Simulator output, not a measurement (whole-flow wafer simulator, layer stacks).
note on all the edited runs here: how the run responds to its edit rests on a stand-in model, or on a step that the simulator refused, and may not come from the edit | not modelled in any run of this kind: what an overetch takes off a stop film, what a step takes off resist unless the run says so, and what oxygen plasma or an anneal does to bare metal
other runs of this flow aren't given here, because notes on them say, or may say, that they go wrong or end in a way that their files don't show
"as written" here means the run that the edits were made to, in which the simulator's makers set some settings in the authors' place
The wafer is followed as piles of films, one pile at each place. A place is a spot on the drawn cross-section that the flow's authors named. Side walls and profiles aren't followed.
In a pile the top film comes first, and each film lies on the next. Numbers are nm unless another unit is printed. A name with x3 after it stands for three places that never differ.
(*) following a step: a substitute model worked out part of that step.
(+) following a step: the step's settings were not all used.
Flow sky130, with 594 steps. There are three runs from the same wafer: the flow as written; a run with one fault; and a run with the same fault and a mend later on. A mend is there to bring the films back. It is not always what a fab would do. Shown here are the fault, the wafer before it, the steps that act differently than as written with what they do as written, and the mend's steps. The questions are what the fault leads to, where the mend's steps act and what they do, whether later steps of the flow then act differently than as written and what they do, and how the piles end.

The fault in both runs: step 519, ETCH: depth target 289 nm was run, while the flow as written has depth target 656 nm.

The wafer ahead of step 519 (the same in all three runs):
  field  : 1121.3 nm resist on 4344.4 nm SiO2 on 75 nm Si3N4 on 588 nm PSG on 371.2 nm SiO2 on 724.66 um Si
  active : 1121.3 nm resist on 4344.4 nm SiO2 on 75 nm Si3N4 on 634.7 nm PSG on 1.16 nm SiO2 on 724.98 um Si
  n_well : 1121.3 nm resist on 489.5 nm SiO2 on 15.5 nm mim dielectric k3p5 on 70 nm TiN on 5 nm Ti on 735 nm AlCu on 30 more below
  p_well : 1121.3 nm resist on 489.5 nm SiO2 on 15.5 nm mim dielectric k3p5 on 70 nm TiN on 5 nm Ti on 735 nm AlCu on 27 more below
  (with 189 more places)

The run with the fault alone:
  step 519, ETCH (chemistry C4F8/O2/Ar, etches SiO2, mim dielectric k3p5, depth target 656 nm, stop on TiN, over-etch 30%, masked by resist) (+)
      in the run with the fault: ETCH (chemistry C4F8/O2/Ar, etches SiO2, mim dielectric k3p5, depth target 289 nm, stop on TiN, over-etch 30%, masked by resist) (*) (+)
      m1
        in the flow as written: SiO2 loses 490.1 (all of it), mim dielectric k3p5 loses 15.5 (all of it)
        in the run with the fault: SiO2 loses 289
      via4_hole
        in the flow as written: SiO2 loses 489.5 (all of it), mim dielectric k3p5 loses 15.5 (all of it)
        in the run with the fault: SiO2 loses 289
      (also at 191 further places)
  Steps later in the flow that act otherwise than as written (not shown: 1 more step that differs only slightly, by at most 2% or 0.5 nm, whichever is larger):
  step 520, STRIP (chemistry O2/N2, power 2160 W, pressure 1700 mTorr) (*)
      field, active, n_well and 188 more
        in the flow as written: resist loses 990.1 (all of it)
        in the run with the fault: resist loses 1063.5 (all of it)
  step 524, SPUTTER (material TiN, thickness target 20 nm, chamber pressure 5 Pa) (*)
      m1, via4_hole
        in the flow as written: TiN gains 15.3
        in the run with the fault: TiN gains 16.9 (new film)
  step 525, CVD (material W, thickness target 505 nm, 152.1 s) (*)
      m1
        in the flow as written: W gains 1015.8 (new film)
        in the run with the fault: W gains 600.4 (new film)
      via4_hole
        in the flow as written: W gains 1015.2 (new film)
        in the run with the fault: W gains 602.1 (new film)
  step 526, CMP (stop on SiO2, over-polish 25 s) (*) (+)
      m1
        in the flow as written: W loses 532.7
        in the run with the fault: W loses 335.9
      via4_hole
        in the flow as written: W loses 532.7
        in the run with the fault: W loses 337.7
  By the end, the piles at m1, via4_hole depart from the flow's by more than 2% or 0.5 nm, whichever is larger.
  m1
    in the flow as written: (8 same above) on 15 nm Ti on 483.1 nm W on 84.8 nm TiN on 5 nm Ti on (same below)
    in the run with the fault: (8 same above) on 15 nm Ti on 264.4 nm W on 16.9 nm TiN on 201.1 nm SiO2 on 15.5 nm mim dielectric k3p5 on 70 nm TiN on 5 nm Ti on (same below)
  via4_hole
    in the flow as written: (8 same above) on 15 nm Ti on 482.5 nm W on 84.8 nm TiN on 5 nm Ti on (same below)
    in the run with the fault: (8 same above) on 15 nm Ti on 264.4 nm W on 16.9 nm TiN on 200.5 nm SiO2 on 15.5 nm mim dielectric k3p5 on 70 nm TiN on 5 nm Ti on (same below)

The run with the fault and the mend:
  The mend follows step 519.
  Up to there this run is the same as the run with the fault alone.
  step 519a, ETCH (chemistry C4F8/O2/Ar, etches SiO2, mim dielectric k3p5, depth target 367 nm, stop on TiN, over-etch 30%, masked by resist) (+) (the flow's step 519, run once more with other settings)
      field, active, n_well and 188 more
        resist loses 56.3
      m1
        SiO2 loses 201.1 (all of it), mim dielectric k3p5 loses 15.5 (all of it)
      via4_hole
        SiO2 loses 200.5 (all of it), mim dielectric k3p5 loses 15.5 (all of it)
  Every later step of the flow that is run acts as written, at every place that is followed, to within 2% or 0.5 nm, whichever is larger.
  By the end, the piles equal the flow's at every place that both follow.
